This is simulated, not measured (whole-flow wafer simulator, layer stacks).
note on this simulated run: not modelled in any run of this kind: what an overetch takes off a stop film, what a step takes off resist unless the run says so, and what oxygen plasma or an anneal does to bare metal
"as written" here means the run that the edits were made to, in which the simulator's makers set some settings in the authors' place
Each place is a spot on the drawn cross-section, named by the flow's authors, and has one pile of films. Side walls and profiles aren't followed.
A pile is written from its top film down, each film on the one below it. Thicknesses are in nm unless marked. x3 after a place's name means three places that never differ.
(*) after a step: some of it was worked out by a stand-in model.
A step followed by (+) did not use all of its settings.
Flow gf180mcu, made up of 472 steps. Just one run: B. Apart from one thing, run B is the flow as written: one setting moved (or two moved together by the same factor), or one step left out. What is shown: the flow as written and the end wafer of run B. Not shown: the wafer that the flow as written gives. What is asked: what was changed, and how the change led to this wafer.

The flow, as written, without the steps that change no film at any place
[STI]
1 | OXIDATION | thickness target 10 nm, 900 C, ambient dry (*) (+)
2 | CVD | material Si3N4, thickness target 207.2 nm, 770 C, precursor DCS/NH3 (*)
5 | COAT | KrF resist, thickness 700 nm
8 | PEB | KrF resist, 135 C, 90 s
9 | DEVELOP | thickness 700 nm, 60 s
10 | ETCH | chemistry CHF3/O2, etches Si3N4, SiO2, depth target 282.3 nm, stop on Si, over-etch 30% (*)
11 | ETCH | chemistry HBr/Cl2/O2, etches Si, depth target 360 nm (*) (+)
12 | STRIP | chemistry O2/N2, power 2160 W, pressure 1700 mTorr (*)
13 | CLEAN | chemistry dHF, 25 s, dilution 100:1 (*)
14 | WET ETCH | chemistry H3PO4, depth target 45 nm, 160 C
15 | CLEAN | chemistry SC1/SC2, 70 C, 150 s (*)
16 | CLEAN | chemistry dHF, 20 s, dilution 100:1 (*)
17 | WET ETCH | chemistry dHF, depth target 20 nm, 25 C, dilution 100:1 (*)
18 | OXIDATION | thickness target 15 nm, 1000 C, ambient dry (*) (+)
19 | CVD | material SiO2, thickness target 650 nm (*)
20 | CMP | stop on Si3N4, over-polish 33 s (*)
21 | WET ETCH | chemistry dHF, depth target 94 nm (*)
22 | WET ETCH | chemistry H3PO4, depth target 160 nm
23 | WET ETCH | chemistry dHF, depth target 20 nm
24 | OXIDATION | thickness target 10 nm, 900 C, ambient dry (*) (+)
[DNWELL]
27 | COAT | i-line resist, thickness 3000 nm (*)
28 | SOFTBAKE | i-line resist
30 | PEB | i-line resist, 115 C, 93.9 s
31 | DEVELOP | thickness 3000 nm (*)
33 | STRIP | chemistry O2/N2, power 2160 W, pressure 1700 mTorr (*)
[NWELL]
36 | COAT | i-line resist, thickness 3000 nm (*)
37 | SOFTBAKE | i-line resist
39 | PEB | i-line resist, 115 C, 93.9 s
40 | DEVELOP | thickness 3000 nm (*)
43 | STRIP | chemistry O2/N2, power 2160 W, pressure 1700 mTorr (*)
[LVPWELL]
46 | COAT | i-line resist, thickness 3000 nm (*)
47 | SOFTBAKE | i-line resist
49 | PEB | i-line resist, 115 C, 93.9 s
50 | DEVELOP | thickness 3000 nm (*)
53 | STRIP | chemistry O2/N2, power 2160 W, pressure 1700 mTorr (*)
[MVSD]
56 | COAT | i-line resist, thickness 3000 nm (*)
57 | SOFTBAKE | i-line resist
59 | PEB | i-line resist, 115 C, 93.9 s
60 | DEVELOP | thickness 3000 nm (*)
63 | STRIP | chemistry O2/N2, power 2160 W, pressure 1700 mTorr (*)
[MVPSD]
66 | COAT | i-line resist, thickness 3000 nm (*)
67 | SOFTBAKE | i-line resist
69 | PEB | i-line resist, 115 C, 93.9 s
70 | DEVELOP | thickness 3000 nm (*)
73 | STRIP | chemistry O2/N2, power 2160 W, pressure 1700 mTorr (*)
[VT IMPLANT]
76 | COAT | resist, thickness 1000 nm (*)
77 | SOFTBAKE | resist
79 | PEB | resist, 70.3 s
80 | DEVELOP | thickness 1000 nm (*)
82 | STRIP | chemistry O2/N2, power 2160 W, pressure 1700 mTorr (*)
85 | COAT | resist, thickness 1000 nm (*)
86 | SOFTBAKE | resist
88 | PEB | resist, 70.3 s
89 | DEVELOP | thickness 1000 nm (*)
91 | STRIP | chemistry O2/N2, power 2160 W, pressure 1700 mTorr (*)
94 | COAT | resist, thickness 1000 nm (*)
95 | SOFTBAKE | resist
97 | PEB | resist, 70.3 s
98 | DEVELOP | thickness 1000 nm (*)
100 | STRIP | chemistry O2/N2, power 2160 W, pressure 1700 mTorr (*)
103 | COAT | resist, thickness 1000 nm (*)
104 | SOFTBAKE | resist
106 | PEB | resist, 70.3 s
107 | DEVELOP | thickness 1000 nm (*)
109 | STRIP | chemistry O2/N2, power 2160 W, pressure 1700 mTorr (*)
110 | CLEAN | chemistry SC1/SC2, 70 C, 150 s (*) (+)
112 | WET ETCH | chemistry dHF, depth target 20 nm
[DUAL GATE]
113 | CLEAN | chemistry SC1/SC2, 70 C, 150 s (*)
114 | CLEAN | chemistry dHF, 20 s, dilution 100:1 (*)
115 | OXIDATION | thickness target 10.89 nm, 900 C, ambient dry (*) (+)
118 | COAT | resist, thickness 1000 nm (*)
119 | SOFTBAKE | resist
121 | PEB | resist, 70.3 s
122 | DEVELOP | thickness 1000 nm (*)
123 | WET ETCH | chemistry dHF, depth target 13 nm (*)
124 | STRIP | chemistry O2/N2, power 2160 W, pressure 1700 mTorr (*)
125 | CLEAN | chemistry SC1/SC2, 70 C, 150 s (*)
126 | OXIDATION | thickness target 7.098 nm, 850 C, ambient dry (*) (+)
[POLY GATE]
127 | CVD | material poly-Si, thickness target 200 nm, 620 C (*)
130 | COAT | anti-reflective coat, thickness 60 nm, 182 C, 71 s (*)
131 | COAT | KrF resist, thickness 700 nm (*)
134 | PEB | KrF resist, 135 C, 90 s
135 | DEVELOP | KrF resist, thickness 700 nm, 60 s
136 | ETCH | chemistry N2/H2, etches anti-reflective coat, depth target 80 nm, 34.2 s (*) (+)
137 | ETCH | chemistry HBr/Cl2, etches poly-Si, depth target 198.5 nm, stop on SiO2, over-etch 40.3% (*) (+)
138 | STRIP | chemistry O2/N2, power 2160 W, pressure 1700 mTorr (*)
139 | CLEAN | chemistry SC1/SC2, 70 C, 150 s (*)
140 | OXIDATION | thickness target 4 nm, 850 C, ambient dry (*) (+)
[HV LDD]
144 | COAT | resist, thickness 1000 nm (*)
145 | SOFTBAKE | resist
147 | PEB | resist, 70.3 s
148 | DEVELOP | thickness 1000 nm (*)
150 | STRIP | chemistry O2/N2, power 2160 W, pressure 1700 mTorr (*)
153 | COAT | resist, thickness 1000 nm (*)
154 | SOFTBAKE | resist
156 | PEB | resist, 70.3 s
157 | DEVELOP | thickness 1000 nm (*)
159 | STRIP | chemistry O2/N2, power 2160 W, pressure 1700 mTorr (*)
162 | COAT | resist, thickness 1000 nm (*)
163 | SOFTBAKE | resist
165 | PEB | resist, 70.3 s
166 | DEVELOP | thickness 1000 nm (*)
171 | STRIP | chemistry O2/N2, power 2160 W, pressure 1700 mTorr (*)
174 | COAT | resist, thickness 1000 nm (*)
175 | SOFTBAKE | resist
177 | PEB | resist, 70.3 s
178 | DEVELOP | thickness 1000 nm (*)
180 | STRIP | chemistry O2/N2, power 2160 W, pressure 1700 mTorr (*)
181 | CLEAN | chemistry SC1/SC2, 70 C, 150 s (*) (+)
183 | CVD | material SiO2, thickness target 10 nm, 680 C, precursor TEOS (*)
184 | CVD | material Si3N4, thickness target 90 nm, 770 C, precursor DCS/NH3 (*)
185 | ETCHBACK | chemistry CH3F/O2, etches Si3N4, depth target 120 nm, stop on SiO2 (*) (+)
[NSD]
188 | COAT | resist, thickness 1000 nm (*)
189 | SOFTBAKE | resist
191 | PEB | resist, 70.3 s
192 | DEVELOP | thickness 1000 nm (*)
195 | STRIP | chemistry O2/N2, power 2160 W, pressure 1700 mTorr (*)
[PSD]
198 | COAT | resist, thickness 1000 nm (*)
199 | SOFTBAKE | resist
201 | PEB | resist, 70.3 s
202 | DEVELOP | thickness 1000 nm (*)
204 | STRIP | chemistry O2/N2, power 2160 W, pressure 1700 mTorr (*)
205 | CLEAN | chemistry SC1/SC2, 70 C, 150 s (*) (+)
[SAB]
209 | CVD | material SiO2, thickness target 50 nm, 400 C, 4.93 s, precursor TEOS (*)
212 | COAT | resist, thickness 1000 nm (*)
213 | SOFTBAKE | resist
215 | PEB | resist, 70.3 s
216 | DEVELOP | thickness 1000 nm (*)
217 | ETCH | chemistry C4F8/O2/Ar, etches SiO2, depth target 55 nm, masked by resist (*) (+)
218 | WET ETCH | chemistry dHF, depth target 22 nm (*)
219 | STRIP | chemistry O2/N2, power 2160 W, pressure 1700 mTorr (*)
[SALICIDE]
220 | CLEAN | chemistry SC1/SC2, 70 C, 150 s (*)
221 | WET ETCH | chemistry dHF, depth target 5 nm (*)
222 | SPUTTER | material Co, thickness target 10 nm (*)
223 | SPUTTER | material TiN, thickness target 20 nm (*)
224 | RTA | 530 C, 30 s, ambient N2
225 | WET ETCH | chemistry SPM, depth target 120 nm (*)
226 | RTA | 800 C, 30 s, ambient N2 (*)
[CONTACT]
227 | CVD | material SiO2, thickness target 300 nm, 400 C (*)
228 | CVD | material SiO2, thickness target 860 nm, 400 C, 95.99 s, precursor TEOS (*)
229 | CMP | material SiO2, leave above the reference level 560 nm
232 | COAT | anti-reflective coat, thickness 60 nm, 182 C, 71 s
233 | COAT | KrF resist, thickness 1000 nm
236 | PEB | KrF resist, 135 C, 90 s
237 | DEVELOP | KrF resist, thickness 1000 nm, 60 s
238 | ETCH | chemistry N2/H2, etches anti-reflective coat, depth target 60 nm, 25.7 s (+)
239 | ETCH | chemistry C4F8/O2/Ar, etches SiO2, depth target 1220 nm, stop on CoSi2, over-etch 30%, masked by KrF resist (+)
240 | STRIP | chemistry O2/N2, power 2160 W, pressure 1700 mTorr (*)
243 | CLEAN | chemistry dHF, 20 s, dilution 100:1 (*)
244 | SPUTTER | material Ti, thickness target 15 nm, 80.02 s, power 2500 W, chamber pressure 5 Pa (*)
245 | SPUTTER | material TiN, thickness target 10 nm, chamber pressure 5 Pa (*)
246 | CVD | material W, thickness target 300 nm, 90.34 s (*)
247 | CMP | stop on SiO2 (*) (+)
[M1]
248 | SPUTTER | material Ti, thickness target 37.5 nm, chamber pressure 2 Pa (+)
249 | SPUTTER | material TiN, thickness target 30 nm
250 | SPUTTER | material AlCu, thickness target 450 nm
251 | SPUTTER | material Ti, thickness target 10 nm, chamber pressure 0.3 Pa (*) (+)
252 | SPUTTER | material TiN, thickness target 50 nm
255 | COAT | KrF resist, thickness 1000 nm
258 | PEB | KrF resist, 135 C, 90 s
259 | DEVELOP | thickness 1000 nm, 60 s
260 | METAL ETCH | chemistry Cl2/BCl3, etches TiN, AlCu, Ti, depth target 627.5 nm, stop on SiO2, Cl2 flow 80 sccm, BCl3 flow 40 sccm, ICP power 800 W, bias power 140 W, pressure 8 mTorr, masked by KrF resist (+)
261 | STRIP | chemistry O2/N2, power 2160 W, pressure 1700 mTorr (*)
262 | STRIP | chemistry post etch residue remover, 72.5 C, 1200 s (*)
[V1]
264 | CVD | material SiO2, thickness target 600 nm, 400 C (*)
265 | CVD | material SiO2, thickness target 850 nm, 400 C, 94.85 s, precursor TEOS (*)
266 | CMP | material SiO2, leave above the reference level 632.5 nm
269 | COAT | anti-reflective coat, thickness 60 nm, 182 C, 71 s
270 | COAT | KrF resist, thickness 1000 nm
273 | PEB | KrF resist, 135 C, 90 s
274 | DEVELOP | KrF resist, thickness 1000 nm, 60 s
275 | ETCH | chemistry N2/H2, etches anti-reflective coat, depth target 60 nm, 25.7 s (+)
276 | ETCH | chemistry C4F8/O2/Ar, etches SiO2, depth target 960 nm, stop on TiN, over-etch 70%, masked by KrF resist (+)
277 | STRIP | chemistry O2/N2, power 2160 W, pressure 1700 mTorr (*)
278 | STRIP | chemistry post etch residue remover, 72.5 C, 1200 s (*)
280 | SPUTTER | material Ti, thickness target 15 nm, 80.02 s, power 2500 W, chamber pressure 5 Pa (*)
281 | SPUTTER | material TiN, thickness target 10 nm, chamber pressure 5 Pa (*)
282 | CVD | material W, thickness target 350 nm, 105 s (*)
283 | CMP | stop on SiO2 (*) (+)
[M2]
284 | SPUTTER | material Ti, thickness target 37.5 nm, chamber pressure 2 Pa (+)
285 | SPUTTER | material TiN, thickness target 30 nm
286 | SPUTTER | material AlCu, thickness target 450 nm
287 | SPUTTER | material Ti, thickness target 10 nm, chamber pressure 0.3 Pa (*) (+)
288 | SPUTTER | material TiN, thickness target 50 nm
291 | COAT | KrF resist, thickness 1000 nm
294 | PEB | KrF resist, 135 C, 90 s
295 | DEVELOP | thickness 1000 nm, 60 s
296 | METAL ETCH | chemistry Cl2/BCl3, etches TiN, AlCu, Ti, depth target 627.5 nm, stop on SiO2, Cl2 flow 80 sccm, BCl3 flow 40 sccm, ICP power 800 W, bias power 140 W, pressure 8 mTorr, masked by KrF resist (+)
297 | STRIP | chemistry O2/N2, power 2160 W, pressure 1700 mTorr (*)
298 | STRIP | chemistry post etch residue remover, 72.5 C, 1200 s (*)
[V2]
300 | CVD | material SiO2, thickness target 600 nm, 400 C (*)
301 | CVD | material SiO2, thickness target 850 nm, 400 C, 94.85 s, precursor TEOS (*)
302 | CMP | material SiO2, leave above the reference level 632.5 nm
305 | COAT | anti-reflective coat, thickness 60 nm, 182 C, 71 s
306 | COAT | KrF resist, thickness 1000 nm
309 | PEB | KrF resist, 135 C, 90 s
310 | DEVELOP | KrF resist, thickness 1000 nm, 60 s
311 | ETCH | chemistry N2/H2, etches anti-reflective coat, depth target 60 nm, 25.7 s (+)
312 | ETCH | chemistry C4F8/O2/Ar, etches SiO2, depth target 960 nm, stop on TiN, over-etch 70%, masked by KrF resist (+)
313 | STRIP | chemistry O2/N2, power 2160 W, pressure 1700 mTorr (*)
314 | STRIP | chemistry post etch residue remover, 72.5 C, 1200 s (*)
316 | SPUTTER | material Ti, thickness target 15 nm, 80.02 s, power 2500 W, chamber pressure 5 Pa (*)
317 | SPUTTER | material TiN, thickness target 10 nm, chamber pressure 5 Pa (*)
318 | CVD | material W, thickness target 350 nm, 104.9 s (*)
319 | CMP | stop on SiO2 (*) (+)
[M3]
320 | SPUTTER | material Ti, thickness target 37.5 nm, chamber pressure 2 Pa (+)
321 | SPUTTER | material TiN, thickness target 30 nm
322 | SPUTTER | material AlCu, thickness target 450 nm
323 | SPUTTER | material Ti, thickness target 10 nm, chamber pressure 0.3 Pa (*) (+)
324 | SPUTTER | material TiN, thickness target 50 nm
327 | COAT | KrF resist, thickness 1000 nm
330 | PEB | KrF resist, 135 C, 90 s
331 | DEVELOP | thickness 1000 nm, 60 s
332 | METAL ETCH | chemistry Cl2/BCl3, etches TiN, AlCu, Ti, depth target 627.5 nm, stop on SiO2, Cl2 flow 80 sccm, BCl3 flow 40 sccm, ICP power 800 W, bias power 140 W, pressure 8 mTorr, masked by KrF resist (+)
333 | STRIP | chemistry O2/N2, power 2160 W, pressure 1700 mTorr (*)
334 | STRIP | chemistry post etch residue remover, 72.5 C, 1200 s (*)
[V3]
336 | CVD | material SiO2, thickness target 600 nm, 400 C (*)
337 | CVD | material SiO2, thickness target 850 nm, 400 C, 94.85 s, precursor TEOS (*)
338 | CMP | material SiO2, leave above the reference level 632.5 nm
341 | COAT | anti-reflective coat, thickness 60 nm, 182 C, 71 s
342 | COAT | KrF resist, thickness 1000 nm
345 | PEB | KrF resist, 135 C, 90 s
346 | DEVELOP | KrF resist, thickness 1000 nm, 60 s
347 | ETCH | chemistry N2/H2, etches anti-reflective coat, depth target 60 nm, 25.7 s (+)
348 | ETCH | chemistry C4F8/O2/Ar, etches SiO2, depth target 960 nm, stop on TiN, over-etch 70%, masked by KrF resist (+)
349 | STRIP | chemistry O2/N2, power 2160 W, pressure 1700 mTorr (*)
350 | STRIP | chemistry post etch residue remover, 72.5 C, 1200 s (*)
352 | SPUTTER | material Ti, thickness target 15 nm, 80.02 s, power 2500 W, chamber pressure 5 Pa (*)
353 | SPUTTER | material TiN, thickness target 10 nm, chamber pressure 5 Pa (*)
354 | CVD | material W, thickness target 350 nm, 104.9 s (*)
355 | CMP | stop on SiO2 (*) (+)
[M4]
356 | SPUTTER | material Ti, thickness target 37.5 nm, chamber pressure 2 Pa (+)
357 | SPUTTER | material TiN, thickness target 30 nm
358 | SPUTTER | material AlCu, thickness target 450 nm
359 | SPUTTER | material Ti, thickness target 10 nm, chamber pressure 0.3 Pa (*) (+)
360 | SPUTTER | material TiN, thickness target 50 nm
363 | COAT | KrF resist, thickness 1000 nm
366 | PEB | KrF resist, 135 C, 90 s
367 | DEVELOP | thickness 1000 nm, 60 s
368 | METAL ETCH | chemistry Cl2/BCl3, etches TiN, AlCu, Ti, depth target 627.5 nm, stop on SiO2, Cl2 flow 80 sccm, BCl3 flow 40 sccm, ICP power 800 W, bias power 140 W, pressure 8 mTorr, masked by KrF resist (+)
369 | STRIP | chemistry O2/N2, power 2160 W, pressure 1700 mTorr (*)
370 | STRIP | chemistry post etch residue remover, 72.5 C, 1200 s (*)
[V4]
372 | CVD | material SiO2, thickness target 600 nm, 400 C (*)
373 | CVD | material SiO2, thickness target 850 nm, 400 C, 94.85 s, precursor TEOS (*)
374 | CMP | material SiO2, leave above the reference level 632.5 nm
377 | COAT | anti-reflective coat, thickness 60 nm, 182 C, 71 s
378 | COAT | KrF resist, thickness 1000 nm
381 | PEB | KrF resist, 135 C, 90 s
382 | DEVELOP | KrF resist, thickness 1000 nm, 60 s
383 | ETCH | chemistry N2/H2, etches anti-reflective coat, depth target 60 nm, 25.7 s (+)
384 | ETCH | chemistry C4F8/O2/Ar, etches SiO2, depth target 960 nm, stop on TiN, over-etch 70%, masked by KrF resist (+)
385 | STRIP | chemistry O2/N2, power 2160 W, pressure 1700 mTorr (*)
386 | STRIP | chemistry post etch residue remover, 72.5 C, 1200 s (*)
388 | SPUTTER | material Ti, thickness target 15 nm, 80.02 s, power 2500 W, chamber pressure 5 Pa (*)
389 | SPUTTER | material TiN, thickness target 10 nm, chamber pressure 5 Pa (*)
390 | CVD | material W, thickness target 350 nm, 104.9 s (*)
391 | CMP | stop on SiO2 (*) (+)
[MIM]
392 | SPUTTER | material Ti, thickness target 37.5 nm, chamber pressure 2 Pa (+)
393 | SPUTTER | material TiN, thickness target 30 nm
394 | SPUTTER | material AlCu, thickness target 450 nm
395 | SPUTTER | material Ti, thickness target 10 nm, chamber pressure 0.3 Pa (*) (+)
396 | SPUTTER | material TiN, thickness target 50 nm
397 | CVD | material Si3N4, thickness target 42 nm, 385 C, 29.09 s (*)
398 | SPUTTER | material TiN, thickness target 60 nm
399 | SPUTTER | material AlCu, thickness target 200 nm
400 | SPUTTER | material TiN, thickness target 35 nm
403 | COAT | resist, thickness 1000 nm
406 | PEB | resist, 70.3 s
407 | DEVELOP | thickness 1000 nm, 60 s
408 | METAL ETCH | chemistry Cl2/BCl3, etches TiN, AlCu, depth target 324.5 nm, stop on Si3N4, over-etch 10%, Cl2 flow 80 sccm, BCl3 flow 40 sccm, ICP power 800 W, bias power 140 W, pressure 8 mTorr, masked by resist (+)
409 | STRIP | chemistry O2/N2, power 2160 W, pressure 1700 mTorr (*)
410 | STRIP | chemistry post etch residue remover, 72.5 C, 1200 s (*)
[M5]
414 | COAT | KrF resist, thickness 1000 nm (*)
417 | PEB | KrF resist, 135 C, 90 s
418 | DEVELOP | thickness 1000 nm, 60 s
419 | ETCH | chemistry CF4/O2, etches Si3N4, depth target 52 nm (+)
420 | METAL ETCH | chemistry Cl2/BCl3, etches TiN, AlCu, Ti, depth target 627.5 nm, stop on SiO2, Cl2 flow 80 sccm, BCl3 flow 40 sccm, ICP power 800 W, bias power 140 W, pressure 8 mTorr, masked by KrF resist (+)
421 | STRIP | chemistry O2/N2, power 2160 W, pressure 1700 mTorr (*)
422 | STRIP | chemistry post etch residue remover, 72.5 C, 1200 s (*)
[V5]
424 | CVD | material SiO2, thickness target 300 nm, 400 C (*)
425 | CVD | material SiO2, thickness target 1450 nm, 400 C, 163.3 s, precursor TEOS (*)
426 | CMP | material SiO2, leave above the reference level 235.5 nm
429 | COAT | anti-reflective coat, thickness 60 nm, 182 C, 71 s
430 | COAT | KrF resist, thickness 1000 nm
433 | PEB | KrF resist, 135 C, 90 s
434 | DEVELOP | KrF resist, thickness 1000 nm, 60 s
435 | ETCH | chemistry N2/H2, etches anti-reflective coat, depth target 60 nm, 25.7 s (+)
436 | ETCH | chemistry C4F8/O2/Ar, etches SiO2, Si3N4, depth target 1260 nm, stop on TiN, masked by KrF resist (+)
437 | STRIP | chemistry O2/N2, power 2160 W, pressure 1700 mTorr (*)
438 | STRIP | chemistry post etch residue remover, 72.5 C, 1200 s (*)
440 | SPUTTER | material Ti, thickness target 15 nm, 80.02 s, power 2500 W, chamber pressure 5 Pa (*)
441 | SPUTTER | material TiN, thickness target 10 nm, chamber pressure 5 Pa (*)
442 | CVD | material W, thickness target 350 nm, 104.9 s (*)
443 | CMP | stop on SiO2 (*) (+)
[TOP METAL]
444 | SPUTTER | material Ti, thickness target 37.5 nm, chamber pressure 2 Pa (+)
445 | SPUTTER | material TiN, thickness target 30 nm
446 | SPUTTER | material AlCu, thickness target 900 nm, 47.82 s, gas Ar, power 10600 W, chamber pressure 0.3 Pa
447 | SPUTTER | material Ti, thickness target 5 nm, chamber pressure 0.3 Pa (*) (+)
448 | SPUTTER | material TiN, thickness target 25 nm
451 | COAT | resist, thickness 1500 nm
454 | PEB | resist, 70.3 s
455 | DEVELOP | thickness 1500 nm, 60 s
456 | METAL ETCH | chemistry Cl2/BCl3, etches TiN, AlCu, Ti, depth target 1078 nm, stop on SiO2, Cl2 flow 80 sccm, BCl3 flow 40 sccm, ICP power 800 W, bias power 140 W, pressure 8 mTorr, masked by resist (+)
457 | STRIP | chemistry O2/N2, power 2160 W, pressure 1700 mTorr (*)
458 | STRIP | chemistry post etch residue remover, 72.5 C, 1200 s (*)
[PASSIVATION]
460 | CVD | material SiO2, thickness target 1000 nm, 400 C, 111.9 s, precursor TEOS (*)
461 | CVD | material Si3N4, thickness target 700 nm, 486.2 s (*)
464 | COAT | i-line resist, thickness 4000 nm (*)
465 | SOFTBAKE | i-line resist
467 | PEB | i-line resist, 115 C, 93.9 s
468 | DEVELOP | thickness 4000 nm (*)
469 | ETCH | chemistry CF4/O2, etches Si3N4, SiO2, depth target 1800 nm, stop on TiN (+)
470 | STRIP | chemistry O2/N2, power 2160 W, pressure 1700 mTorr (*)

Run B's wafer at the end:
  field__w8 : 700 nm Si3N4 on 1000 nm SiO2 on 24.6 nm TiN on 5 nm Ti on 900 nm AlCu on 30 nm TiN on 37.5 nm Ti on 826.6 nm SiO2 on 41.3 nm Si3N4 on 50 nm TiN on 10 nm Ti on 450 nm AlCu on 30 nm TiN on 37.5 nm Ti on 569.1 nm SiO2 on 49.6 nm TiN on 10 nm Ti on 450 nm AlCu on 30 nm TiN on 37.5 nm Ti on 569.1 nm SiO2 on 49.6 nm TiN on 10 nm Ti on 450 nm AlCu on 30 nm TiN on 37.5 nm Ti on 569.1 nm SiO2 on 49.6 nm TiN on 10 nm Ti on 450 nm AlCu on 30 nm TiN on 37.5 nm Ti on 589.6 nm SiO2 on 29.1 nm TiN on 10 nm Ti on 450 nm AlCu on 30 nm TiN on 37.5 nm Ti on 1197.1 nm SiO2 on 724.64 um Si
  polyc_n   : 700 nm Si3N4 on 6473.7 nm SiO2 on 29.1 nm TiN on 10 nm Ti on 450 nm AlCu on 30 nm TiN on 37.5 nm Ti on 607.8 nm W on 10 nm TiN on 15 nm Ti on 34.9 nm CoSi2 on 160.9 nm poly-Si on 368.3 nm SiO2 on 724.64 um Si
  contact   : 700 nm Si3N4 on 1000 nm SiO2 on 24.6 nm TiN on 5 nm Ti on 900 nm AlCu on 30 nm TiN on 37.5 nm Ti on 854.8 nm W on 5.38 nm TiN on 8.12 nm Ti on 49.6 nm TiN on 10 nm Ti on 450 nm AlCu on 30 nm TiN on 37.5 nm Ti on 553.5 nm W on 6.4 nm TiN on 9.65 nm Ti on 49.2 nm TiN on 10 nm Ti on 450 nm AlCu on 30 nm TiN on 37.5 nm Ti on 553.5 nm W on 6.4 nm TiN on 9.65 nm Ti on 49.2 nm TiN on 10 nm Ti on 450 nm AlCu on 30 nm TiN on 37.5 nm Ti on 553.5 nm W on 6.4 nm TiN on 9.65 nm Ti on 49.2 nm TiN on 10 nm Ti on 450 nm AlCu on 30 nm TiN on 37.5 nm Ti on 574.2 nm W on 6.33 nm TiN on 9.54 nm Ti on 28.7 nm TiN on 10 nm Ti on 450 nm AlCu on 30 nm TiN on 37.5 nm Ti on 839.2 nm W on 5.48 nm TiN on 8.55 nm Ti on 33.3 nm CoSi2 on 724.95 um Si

The reason: step 252, SPUTTER: thickness target 29.5 nm was run, while the flow as written has thickness target 50 nm.

The path from the change to this, step by step:
  252 | SPUTTER | material TiN, thickness target 50 nm
      field, field__w1, field__w2 and 108 more: TiN gains 29.5 (new film) (in the flow as written it would be: TiN gains 50 (new film))
  260 | METAL ETCH | chemistry Cl2/BCl3, etches TiN, AlCu, Ti, depth target 627.5 nm, stop on SiO2, Cl2 flow 80 sccm, BCl3 flow 40 sccm, ICP power 800 W, bias power 140 W, pressure 8 mTorr, masked by KrF resist (+)
      field, field__w1, field__w2 and 99 more: TiN loses 29.5 (all of it), Ti loses 10 (all of it), AlCu loses 450 (all of it), TiN loses 30 (all of it), Ti loses 37.5 (all of it) (in the flow as written it would be: TiN loses 50 (all of it), Ti loses 10 (all of it), AlCu loses 450 (all of it), TiN loses 30 (all of it), Ti loses 37.5 (all of it))
  266 | CMP | material SiO2, leave above the reference level 632.5 nm
      field__w8, contact, m1 and 6 more: SiO2 loses 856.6 (in the flow as written it would be: SiO2 loses 877.1)
  276 | ETCH | chemistry C4F8/O2/Ar, etches SiO2, depth target 960 nm, stop on TiN, over-etch 70%, masked by KrF resist (+)
      contact: SiO2 loses 593 (all of it) (in the flow as written it would be: SiO2 loses 572.5 (all of it))
  282 | CVD | material W, thickness target 350 nm, 105 s (*)
      contact: W gains 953 (new film) (in the flow as written it would be: W gains 932.3 (new film))
